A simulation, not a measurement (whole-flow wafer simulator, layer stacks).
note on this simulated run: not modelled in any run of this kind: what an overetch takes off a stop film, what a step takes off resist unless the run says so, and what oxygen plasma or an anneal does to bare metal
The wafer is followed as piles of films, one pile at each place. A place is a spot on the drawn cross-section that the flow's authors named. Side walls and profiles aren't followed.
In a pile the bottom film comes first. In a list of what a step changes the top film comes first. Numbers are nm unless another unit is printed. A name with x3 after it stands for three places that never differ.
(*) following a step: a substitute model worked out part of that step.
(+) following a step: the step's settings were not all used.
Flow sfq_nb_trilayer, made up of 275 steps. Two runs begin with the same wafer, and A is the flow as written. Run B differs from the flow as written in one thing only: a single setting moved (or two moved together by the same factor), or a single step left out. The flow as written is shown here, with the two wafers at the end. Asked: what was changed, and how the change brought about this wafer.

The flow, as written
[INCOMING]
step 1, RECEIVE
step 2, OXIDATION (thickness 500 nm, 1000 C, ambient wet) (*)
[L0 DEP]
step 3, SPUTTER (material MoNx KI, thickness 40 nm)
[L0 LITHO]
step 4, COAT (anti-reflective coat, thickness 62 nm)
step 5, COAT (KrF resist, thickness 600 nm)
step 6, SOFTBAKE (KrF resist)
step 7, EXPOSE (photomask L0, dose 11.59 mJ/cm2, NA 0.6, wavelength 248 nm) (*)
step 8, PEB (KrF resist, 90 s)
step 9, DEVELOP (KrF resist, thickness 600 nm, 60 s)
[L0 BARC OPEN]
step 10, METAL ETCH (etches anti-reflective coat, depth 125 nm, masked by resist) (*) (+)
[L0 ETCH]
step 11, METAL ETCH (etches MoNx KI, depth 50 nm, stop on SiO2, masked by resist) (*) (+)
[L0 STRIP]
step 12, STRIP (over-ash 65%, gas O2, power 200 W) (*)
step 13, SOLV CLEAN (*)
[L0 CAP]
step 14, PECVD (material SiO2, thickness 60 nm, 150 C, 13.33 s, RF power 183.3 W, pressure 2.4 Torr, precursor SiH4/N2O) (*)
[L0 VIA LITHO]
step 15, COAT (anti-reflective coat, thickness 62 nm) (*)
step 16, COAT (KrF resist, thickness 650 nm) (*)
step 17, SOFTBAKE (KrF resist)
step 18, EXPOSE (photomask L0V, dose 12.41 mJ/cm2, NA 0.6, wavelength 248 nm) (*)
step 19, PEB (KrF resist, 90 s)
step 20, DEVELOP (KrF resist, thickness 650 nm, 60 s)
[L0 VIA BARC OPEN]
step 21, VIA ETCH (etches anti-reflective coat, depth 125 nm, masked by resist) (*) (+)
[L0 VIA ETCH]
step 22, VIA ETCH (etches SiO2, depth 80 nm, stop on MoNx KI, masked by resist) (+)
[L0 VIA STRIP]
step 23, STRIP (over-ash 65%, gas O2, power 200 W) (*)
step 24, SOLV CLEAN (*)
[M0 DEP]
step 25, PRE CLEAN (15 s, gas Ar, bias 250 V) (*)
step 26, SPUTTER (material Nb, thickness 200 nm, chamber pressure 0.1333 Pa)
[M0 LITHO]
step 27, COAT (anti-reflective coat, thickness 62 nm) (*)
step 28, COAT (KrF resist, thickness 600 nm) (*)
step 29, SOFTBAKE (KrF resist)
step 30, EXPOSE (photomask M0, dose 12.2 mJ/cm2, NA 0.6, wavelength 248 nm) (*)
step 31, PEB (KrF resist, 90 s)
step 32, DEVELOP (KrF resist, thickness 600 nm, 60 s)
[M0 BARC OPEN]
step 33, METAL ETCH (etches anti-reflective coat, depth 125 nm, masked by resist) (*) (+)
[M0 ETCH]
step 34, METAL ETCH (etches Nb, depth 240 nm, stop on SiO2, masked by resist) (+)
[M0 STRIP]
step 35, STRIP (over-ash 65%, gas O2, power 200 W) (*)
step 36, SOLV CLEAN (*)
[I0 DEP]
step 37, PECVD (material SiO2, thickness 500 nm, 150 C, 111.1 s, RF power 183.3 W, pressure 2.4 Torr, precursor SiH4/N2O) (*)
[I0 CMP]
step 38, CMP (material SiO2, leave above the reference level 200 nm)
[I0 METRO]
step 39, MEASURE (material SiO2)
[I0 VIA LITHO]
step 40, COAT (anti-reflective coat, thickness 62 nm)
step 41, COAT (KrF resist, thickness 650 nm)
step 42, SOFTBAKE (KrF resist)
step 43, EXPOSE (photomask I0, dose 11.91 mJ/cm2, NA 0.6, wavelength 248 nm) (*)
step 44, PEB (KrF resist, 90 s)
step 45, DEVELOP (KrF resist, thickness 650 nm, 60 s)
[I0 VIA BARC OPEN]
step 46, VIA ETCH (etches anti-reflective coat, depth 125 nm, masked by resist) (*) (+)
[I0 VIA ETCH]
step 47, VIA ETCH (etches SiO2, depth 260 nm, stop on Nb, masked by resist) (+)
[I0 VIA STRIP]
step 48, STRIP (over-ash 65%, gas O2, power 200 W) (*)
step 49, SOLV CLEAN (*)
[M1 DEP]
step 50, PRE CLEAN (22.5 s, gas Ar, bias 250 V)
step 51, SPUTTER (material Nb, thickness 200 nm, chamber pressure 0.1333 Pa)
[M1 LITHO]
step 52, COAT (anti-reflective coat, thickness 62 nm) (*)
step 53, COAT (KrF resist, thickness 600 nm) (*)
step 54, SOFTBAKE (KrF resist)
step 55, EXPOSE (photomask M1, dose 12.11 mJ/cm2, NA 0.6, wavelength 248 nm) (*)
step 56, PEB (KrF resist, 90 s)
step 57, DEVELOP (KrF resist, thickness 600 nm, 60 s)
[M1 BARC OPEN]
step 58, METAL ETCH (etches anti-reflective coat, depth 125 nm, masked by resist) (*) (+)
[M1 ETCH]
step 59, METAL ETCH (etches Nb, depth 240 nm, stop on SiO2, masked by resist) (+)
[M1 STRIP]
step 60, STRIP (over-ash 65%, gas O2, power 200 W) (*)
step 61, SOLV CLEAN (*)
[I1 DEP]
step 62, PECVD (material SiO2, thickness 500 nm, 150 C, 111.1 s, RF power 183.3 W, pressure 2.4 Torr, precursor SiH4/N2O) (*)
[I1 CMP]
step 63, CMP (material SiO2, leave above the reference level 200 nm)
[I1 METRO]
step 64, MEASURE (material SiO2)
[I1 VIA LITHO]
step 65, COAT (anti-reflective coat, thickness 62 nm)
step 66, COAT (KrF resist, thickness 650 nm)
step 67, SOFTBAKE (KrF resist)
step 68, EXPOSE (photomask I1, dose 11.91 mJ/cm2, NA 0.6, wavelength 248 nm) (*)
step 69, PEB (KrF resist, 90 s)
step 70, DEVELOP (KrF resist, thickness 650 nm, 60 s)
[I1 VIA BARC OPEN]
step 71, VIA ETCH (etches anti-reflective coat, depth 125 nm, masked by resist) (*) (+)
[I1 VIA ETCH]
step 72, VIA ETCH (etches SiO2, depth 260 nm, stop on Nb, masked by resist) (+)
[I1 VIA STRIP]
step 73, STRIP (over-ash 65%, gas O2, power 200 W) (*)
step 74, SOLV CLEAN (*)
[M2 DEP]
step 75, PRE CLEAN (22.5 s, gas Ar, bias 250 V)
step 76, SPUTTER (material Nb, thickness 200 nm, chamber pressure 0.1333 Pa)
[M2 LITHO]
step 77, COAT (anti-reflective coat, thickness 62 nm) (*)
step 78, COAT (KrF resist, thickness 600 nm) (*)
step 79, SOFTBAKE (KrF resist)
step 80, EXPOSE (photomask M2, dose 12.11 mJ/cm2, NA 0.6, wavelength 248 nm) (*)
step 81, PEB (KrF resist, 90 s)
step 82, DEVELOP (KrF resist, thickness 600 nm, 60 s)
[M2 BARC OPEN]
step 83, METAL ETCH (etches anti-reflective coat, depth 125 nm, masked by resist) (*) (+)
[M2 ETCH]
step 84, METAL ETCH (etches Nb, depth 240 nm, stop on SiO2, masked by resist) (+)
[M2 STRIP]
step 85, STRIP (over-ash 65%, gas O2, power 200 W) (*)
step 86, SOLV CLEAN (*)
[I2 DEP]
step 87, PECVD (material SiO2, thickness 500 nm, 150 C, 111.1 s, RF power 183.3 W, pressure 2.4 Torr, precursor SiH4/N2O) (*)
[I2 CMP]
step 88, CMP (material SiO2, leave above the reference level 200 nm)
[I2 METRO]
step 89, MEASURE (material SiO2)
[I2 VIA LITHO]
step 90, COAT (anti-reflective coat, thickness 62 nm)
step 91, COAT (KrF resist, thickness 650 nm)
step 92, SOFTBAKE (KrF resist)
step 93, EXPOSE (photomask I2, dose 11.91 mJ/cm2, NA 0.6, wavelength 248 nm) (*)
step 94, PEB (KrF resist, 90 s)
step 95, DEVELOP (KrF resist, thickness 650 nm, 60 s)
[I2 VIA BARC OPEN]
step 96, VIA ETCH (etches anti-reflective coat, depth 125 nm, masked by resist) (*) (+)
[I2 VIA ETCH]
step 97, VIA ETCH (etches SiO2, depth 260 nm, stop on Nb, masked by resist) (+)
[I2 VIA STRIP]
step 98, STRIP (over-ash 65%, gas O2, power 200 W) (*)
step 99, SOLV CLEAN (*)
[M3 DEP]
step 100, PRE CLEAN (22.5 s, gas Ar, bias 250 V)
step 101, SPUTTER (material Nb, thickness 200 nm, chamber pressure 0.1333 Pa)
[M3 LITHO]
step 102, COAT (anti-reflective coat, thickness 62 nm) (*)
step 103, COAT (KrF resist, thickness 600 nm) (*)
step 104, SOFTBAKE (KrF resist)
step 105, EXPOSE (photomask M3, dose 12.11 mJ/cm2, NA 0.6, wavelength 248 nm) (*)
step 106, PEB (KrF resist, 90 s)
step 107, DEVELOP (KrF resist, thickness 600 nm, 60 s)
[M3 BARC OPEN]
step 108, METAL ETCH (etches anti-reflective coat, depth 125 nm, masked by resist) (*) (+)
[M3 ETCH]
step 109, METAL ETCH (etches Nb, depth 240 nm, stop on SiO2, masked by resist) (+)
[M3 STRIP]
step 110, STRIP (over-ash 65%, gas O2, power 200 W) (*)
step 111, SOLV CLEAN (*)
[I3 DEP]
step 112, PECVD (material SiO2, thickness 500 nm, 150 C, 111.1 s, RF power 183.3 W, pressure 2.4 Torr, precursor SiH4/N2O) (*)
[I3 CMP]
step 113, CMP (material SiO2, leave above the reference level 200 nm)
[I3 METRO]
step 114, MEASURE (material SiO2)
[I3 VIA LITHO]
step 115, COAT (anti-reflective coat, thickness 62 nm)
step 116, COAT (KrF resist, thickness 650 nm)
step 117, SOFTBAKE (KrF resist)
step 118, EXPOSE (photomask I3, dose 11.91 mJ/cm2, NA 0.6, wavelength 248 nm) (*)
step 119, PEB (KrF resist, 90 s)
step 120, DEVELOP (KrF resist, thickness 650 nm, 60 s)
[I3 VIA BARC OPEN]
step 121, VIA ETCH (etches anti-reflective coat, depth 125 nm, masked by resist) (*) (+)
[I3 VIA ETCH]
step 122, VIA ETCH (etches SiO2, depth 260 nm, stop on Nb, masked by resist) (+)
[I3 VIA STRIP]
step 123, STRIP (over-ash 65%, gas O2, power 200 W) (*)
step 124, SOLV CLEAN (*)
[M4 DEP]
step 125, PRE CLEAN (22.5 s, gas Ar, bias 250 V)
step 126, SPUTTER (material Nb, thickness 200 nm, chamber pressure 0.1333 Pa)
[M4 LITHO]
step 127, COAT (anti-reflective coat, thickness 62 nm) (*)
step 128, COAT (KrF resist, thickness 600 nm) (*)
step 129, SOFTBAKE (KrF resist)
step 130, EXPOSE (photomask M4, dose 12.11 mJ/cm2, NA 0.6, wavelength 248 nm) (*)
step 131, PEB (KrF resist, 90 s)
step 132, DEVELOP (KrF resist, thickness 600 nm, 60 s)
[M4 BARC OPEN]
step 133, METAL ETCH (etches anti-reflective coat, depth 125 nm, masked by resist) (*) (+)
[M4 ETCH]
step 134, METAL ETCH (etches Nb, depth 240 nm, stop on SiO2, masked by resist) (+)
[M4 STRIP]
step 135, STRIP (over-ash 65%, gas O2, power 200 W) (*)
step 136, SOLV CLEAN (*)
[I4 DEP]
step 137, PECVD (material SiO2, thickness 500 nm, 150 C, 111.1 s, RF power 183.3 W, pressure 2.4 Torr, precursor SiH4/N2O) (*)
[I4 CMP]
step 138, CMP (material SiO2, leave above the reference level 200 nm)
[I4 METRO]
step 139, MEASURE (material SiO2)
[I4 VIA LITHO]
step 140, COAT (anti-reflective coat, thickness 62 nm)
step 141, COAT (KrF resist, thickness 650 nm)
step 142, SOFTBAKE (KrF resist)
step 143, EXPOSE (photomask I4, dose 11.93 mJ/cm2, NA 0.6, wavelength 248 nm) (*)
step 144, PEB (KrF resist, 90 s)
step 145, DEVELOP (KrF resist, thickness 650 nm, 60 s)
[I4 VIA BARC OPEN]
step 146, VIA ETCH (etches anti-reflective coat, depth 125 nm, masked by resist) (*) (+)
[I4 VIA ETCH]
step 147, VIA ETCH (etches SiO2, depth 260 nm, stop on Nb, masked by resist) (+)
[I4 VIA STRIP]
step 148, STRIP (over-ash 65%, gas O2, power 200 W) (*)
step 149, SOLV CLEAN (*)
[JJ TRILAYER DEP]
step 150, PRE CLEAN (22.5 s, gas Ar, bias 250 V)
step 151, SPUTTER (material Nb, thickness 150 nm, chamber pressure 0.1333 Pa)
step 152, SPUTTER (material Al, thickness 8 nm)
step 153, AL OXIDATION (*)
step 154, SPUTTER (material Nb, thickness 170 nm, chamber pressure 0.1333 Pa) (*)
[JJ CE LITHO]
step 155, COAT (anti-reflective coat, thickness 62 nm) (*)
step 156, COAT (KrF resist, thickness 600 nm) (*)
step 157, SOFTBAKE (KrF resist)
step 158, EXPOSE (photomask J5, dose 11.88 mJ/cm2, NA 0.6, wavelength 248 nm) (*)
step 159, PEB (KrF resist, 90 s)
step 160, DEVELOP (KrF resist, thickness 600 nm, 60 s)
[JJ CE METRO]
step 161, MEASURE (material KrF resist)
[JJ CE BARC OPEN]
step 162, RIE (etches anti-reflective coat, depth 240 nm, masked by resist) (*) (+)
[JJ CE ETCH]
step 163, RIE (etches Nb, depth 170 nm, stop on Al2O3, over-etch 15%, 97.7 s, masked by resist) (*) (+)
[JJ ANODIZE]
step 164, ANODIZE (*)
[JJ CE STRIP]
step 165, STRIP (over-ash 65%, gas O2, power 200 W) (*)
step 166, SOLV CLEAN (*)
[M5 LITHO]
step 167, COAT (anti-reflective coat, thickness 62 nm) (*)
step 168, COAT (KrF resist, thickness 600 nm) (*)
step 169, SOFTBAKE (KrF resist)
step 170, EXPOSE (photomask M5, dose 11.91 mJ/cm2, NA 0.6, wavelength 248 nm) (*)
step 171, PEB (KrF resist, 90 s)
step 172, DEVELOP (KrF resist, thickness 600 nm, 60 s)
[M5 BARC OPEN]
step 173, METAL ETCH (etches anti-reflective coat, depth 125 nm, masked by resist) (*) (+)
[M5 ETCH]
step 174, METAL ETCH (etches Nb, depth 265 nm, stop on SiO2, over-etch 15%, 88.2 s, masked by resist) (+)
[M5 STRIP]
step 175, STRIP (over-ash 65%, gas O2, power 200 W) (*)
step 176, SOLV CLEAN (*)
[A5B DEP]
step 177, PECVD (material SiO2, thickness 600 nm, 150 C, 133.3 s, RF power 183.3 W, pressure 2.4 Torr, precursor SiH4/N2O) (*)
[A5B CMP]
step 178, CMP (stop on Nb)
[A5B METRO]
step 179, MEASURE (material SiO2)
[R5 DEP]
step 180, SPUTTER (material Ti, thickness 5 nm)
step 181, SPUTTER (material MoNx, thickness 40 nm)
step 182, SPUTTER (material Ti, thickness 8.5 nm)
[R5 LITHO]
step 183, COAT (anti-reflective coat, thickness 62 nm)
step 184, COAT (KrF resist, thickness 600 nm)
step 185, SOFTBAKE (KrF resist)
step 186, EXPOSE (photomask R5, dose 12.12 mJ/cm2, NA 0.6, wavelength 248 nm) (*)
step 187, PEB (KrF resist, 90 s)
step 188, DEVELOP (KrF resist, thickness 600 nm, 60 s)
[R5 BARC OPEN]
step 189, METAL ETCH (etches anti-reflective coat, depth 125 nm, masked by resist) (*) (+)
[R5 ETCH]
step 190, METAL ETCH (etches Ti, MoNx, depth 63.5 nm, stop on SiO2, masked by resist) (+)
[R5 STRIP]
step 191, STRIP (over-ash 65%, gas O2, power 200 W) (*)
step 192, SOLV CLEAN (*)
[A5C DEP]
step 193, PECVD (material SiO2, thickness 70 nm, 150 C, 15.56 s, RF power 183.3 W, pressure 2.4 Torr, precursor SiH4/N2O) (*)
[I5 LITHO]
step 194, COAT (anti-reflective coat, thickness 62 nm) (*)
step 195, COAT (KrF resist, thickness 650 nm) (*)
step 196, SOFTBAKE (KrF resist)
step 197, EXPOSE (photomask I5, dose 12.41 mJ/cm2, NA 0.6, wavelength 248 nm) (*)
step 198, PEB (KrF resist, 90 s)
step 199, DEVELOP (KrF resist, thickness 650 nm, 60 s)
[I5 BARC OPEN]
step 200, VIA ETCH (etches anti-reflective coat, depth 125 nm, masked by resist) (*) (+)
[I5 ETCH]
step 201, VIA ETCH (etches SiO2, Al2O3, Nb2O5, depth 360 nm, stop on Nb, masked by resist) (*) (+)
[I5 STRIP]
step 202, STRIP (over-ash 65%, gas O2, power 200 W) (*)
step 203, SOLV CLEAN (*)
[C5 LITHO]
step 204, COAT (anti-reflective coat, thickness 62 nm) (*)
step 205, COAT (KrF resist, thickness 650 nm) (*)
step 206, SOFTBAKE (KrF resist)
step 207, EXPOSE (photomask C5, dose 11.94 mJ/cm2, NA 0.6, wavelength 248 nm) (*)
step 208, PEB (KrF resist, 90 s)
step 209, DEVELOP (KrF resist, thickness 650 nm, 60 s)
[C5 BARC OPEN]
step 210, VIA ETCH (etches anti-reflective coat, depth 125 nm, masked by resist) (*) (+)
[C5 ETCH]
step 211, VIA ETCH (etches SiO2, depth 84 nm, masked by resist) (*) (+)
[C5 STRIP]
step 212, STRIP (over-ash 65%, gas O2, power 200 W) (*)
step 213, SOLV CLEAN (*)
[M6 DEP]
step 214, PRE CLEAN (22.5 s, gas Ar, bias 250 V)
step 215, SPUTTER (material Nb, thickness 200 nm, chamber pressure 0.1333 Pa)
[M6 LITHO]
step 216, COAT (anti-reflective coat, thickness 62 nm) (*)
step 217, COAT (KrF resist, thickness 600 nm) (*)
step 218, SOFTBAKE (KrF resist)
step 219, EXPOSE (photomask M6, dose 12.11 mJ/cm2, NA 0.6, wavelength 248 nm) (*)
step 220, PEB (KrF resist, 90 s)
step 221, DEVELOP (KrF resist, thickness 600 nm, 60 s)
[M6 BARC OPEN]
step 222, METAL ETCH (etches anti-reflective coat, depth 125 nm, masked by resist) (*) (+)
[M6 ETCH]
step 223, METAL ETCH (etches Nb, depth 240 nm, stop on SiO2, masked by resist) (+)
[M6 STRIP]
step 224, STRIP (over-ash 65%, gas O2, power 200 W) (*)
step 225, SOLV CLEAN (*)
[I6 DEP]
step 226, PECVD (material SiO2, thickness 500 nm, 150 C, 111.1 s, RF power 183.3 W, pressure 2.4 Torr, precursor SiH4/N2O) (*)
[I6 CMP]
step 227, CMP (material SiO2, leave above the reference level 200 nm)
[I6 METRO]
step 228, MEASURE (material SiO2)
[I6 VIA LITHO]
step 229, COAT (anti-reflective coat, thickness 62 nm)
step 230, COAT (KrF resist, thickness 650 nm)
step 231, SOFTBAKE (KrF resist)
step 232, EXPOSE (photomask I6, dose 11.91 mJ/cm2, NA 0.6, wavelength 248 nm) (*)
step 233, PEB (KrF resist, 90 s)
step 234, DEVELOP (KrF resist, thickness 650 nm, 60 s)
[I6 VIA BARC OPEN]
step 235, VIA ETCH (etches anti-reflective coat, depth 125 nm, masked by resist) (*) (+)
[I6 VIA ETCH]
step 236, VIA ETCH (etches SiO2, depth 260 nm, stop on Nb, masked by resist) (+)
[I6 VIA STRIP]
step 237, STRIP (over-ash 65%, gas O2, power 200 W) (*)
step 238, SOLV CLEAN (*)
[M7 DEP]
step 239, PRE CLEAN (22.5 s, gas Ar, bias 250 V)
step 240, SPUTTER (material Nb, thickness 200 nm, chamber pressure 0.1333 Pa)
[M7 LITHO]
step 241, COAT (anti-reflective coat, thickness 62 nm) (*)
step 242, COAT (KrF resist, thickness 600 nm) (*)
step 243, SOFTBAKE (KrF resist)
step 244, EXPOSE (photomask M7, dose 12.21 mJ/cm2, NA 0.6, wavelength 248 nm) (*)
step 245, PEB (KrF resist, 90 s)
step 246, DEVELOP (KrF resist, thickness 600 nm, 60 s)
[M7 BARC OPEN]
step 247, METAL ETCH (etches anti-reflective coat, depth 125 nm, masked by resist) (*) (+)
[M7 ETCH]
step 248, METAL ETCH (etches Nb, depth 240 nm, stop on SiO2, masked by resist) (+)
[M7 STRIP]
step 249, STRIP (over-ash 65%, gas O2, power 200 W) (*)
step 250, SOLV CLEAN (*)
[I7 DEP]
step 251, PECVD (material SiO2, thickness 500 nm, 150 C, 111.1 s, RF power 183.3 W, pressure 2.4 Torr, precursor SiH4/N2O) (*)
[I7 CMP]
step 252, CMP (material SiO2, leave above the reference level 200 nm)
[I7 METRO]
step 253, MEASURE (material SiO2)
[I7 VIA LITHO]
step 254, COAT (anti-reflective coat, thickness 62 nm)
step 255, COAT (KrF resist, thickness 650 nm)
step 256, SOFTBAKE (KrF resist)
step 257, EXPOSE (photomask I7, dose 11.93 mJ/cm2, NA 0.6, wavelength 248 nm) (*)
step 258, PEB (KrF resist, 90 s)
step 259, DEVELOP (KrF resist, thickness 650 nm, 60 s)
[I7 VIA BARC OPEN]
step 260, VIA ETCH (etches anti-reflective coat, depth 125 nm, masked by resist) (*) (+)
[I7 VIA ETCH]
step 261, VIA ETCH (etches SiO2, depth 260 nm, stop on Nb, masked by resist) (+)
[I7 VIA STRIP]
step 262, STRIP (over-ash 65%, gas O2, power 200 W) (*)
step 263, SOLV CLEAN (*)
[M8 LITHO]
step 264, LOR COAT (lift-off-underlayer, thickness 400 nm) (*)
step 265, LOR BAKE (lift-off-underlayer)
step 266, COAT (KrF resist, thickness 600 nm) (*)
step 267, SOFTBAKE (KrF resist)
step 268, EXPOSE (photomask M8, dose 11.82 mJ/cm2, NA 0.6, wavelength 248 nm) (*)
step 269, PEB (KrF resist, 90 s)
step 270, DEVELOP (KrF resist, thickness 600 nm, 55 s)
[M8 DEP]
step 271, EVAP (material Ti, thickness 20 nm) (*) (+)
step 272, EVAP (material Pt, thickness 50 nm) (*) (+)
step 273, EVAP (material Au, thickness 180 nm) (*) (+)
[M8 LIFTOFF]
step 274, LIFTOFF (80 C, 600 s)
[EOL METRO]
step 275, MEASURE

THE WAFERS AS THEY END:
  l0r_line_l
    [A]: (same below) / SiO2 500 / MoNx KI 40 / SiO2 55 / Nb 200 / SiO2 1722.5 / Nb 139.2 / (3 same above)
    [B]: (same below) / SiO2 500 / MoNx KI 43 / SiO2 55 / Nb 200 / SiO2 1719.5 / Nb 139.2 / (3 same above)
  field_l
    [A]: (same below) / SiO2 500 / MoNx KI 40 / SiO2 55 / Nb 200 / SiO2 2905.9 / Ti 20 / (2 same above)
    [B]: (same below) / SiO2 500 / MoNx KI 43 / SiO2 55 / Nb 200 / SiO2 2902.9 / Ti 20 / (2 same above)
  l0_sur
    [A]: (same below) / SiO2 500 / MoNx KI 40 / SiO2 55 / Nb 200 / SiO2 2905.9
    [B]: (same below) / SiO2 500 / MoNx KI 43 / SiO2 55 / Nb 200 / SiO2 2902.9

What caused this: step 3, SPUTTER: thickness 43 nm was run, while the flow as written has thickness 40 nm.
The wafer lets one read it off: l0r_line_l has MoNx KI 43, and step 3 as written asks for 40 nm.

Step by step, how the change led to this:
  step 3, SPUTTER (material MoNx KI, thickness 40 nm)
      field_l, v_sur, via_wl and 103 more: A MoNx KI gains 40 (new film) | B MoNx KI gains 43 (new film)
  step 11, METAL ETCH (etches MoNx KI, depth 50 nm, stop on SiO2, masked by resist) (*) (+)
      v_sur, via_wl, via_w and 97 more: A MoNx KI loses 40 (all of it) | B MoNx KI loses 43 (all of it)
